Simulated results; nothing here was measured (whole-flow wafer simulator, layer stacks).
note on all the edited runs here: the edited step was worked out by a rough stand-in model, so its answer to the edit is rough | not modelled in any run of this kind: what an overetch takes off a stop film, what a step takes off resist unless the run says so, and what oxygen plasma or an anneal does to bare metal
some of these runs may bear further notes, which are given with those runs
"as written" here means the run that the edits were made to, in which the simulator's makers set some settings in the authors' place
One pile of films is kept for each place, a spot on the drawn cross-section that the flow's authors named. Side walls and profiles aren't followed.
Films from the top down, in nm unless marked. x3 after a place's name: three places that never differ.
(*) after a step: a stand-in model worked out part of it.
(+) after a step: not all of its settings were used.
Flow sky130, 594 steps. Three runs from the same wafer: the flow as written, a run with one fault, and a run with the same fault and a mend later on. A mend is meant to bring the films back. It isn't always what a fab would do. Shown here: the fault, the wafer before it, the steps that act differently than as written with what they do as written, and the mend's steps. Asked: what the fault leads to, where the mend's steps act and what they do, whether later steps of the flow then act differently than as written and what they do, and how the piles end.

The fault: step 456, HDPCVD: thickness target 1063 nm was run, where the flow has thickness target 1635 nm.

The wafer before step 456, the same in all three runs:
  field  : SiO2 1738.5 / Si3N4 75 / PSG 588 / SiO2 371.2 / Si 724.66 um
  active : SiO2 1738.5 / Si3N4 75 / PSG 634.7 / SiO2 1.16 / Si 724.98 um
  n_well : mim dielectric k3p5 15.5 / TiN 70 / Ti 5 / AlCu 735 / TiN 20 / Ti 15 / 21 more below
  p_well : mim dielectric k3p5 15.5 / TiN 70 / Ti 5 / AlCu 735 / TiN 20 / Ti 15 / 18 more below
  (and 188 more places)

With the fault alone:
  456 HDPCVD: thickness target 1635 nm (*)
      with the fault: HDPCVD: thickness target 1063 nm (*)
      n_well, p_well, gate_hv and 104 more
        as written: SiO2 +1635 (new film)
        with the fault: SiO2 +1063 (new film)
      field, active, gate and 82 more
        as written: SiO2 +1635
        with the fault: SiO2 +1063
  Later steps of the flow that act differently than as written (20 more steps differ only slightly, by at most 2% or 0.5 nm, whichever is larger, and aren't shown):
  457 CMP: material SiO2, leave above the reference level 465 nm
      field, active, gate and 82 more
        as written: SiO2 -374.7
        with the fault: nothing
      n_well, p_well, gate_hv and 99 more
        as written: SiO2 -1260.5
        with the fault: SiO2 -688.5
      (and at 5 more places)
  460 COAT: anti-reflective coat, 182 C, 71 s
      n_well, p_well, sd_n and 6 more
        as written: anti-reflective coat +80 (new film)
        with the fault: anti-reflective coat +3 (new film)
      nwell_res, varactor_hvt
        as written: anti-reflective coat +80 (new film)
        with the fault: anti-reflective coat +46 (new film)
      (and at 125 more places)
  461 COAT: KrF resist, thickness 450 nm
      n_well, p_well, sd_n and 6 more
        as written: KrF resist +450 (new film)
        with the fault: KrF resist +311.9 (new film)
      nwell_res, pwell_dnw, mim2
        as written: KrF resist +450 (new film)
        with the fault: KrF resist +389.9 (new film)
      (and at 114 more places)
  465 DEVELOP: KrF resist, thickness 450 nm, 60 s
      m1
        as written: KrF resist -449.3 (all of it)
        with the fault: KrF resist -388.5 (all of it)
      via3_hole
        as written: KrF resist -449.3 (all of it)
        with the fault: KrF resist -339.5 (all of it)
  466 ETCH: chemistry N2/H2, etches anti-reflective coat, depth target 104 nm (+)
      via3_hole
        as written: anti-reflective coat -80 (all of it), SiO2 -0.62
        with the fault: anti-reflective coat -16.4 (all of it)
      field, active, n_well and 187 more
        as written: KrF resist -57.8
        with the fault: KrF resist -10.2
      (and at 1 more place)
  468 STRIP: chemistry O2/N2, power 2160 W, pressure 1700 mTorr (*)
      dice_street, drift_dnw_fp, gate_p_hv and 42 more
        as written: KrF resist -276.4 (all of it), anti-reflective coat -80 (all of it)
        with the fault: KrF resist -324 (all of it), anti-reflective coat -80 (all of it)
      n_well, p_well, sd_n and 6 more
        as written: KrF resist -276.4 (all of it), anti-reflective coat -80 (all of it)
        with the fault: KrF resist -186.1 (all of it), anti-reflective coat -3 (all of it)
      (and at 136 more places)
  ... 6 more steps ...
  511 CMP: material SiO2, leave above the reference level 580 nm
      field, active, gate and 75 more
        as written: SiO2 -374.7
        with the fault: SiO2 -393.2
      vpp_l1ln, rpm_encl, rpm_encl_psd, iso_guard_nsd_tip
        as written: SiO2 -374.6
        with the fault: SiO2 -393.2
  At the end the piles differ from the flow's by more than 2% or 0.5 nm, whichever is larger, at field, active, gate and 84 more.
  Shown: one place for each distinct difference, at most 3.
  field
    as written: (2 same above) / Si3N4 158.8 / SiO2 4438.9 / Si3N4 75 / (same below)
    with the fault: (2 same above) / Si3N4 158.8 / SiO2 1451.3 / W 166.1 / TiN 20 / SiO2 2801.5 / Si3N4 75 / (same below)
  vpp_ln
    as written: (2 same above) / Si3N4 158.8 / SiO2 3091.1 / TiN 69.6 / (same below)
    with the fault: (2 same above) / Si3N4 158.8 / SiO2 1451.3 / W 166.1 / TiN 20 / SiO2 1453.7 / TiN 69.6 / (same below)
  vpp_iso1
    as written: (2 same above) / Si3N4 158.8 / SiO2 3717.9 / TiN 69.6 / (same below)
    with the fault: (2 same above) / Si3N4 158.8 / SiO2 1451.3 / W 166.1 / TiN 20 / SiO2 2080.5 / TiN 69.6 / (same below)

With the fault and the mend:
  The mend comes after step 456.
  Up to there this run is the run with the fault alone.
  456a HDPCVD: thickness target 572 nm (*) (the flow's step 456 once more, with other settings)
      field, active, n_well and 189 more
        SiO2 +572
  No later step of the flow acts differently than as written at any place that is followed.
  At the end the piles are the same as the flow's at every place that both follow.
